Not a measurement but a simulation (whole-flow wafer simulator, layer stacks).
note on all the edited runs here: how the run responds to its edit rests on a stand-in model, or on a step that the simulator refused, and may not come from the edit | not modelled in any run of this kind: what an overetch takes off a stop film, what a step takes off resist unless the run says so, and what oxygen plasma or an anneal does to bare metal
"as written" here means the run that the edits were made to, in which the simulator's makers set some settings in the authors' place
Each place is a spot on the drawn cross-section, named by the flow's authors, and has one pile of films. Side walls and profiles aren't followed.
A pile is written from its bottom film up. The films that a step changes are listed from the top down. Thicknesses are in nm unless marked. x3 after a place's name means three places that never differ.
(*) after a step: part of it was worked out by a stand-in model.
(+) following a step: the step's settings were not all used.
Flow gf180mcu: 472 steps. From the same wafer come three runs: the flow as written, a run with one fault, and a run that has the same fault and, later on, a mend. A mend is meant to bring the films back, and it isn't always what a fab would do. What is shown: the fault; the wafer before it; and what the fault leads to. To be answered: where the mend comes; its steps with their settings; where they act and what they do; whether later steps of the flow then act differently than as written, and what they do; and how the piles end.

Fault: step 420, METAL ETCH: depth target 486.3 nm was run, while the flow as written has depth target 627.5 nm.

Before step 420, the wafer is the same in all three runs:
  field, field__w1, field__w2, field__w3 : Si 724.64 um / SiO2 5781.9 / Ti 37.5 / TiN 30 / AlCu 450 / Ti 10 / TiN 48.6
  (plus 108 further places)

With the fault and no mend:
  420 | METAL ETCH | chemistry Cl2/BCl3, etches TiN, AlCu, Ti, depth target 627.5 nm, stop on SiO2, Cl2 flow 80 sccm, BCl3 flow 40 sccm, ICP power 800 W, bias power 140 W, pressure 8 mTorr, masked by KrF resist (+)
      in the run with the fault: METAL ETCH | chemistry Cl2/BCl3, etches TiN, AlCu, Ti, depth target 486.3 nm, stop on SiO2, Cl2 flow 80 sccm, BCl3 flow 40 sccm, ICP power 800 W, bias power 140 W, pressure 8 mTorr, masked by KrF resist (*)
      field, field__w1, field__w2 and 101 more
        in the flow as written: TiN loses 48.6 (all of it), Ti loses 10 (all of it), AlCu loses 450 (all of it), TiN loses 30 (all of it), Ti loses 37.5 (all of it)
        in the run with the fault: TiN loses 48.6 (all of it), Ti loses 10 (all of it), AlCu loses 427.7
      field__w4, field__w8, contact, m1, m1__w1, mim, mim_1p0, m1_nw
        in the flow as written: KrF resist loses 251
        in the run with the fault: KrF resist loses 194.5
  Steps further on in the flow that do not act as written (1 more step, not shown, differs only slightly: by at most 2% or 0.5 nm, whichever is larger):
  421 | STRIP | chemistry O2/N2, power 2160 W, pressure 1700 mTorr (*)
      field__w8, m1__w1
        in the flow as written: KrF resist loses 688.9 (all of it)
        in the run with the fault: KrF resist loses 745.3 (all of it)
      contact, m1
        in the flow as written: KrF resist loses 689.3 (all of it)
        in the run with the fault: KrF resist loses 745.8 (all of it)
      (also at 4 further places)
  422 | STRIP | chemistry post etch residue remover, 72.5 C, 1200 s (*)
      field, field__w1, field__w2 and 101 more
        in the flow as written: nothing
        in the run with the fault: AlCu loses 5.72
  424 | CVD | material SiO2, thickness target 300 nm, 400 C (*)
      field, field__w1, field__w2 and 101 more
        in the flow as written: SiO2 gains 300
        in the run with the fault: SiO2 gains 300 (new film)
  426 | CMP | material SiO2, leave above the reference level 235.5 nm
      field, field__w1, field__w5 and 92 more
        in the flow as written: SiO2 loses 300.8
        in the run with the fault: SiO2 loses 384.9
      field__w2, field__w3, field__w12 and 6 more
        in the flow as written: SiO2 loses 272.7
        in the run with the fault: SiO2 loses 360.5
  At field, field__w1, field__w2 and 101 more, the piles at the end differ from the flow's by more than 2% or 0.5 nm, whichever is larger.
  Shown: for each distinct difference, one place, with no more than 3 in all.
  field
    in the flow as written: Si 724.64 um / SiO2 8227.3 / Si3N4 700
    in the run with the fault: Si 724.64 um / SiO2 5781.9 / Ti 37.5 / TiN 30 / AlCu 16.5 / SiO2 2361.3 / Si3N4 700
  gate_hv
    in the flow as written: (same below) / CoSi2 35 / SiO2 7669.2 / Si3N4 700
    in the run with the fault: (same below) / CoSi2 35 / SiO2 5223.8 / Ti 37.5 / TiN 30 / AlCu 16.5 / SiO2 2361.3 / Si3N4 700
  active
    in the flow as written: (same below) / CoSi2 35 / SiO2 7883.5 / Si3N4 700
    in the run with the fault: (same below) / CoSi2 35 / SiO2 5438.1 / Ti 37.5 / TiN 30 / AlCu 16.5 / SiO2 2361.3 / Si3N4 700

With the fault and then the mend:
  The mend stands after step 420.
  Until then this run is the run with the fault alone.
  420a | METAL ETCH | chemistry Cl2/BCl3, etches TiN, AlCu, Ti, depth target 141.2 nm, stop on SiO2, Cl2 flow 80 sccm, BCl3 flow 40 sccm, ICP power 800 W, bias power 140 W, pressure 8 mTorr, masked by KrF resist (+) (the flow's step 420 again, with other settings)
      field, field__w1, field__w2 and 101 more
        AlCu loses 22.3 (all of it), TiN loses 30 (all of it), Ti loses 37.5 (all of it)
      field__w4, field__w8, contact, m1, m1__w1, mim, mim_1p0, m1_nw
        KrF resist loses 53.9
  Every later step of the flow that is run acts as written, at every place that is followed, to within 2% or 0.5 nm, whichever is larger.
  At every place that both follow, the piles at the end match the flow's.
